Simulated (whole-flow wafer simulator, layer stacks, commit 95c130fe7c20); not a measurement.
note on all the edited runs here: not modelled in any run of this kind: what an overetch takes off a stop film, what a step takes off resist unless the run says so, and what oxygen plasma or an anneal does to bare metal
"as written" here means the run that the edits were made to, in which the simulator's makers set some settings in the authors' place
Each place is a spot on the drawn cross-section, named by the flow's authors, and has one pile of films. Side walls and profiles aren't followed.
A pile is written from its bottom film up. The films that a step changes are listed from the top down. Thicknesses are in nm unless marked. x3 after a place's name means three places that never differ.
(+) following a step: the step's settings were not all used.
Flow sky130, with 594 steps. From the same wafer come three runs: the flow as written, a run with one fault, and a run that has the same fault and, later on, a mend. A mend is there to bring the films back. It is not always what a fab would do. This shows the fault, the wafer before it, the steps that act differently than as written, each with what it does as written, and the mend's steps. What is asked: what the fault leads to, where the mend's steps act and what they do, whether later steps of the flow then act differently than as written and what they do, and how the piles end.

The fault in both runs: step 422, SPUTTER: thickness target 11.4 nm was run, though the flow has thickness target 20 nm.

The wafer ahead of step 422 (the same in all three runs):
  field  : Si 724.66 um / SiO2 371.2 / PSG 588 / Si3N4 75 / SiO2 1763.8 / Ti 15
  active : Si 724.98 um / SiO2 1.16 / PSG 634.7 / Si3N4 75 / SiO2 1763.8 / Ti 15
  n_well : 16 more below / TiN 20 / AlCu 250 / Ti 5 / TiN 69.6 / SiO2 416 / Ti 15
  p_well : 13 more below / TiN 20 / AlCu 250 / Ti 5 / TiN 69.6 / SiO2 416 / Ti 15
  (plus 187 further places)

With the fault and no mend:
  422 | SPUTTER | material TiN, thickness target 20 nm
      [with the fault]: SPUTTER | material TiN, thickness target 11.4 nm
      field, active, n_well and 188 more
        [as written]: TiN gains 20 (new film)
        [with the fault]: TiN gains 11.4 (new film)
  Steps further on in the flow that do not act as written (15 other steps are not shown; they differ only slightly, by no more than 2% or 0.5 nm, whichever is larger):
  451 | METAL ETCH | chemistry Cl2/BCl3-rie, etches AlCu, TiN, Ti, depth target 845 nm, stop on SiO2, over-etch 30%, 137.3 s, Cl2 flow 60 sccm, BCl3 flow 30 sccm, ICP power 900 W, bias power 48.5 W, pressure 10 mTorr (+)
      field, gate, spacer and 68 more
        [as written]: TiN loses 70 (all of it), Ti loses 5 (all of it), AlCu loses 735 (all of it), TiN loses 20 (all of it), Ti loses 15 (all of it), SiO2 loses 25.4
        [with the fault]: TiN loses 70 (all of it), Ti loses 5 (all of it), AlCu loses 735 (all of it), TiN loses 11.4 (all of it), Ti loses 15 (all of it), SiO2 loses 26.2
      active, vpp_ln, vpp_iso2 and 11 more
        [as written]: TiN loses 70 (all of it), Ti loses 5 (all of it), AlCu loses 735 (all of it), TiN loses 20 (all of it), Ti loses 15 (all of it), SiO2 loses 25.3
        [with the fault]: TiN loses 70 (all of it), Ti loses 5 (all of it), AlCu loses 735 (all of it), TiN loses 11.4 (all of it), Ti loses 15 (all of it), SiO2 loses 26.2
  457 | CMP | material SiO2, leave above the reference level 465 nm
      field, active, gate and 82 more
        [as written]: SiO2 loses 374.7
        [with the fault]: SiO2 loses 382.4
  By the end, the piles at n_well, p_well, gate_hv and 104 more depart from the flow's by more than 2% or 0.5 nm, whichever is larger.
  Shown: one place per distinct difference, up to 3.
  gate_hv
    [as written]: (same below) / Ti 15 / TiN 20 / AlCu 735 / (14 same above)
    [with the fault]: (same below) / Ti 15 / TiN 11.4 / AlCu 735 / (14 same above)
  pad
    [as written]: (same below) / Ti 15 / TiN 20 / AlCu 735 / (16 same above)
    [with the fault]: (same below) / Ti 15 / TiN 11.4 / AlCu 735 / (16 same above)
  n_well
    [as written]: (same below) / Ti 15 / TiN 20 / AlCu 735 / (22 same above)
    [with the fault]: (same below) / Ti 15 / TiN 11.4 / AlCu 735 / (22 same above)

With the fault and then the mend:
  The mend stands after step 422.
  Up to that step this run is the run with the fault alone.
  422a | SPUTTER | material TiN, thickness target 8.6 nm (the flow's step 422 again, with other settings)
      field, active, n_well and 188 more
        TiN gains 8.6
  Every later step of the flow that is run acts as written at every place that is followed.
  By the end, the piles equal the flow's at every place that both follow.
